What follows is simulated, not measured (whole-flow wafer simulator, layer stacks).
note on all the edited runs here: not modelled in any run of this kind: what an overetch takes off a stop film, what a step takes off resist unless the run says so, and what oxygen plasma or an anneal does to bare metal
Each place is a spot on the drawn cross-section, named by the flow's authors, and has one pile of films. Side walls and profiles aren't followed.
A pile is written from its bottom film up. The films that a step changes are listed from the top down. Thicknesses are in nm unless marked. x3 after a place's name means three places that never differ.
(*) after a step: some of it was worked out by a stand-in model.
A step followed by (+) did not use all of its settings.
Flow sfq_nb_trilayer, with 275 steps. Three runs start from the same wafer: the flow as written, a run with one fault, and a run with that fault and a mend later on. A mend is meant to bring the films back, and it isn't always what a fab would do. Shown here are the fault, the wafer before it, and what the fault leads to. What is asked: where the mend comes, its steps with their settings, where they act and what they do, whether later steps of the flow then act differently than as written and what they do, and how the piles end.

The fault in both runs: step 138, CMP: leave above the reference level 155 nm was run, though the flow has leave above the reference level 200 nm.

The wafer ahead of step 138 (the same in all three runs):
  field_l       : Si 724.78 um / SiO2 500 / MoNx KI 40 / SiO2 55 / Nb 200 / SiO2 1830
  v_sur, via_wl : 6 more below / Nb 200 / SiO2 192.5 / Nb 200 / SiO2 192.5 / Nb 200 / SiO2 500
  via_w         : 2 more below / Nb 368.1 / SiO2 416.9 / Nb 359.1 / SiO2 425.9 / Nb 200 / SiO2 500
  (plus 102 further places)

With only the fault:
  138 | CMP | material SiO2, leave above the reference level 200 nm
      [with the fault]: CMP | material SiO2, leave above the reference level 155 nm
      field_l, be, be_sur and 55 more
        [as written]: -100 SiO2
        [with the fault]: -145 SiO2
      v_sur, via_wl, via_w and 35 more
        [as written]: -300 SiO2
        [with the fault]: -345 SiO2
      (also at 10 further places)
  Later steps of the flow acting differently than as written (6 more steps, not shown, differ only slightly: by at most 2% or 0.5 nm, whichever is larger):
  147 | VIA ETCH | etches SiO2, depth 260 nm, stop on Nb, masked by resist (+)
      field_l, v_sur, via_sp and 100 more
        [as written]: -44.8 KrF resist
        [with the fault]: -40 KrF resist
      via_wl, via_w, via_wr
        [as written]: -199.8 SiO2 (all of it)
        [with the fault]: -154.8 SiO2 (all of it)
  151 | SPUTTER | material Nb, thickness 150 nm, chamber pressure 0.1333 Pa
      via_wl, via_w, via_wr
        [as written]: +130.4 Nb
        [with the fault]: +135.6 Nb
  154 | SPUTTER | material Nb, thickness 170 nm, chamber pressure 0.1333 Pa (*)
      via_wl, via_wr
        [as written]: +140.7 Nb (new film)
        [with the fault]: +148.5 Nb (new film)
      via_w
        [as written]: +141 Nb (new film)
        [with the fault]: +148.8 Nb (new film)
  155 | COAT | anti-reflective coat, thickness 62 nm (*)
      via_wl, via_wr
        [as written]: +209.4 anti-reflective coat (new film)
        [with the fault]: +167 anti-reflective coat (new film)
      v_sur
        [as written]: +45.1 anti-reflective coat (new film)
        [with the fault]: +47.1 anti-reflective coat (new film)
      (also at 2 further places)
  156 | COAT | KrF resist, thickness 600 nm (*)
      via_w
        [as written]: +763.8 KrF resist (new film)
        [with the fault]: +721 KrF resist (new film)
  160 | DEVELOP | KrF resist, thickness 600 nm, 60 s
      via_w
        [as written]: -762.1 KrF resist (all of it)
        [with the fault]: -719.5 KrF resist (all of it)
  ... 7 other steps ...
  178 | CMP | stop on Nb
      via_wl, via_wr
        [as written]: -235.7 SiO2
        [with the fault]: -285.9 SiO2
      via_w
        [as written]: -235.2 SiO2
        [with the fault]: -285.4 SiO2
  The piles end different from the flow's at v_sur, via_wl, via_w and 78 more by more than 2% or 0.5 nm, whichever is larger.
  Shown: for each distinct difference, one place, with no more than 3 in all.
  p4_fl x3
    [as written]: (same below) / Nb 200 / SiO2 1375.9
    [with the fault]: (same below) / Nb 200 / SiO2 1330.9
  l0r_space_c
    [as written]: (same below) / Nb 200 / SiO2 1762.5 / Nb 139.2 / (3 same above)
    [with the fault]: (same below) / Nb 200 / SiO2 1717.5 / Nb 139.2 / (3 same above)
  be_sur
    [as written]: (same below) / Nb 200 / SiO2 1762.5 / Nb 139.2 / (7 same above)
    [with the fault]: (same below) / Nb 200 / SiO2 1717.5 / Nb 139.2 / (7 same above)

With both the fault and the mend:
  The mend follows step 145.
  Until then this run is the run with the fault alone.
  145a | STRIP | over-ash 65%, gas O2, power 200 W (*)
      field_l, v_sur, via_sp and 100 more
        -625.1 KrF resist (all of it), -62 anti-reflective coat (all of it)
      via_wl, via_w, via_wr
        -62 anti-reflective coat (all of it)
  145b | PECVD | material SiO2, thickness 45 nm, 150 C, 10 s, RF power 183.3 W, pressure 2.4 Torr, precursor SiH4/N2O (the flow's step 137 again, with other settings)
      field_l, v_sur, via_wl and 103 more
        +45 SiO2
  145c | COAT | anti-reflective coat, thickness 62 nm (the flow's step 140 again)
      field_l, v_sur, via_wl and 103 more
        +62 anti-reflective coat (new film)
  145d | COAT | KrF resist, thickness 650 nm (the flow's step 141 again)
      field_l, v_sur, via_wl and 103 more
        +650 KrF resist (new film)
  145e | SOFTBAKE | KrF resist (the flow's step 142 again)
      leaves every film unchanged at each place that is followed
  145f | EXPOSE | photomask I4, dose 11.93 mJ/cm2, NA 0.6, wavelength 248 nm (*) (the flow's step 143 again)
      leaves every film unchanged at each place that is followed
  145g | PEB | KrF resist, 90 s (the flow's step 144 again)
      field_l, v_sur, via_wl and 103 more
        -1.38 KrF resist
  145h | DEVELOP | KrF resist, thickness 650 nm, 60 s (the flow's step 145 again)
      field_l, v_sur, via_sp and 100 more
        -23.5 KrF resist
      via_wl, via_w, via_wr
        -648.6 KrF resist (all of it)
  Every later step of the flow that is run acts as written, at every place that is followed, to within 2% or 0.5 nm, whichever is larger.
  When the end is reached, the piles differ only a little from the flow's at the places that both follow, at most by 2% or 0.5 nm, whichever is larger.
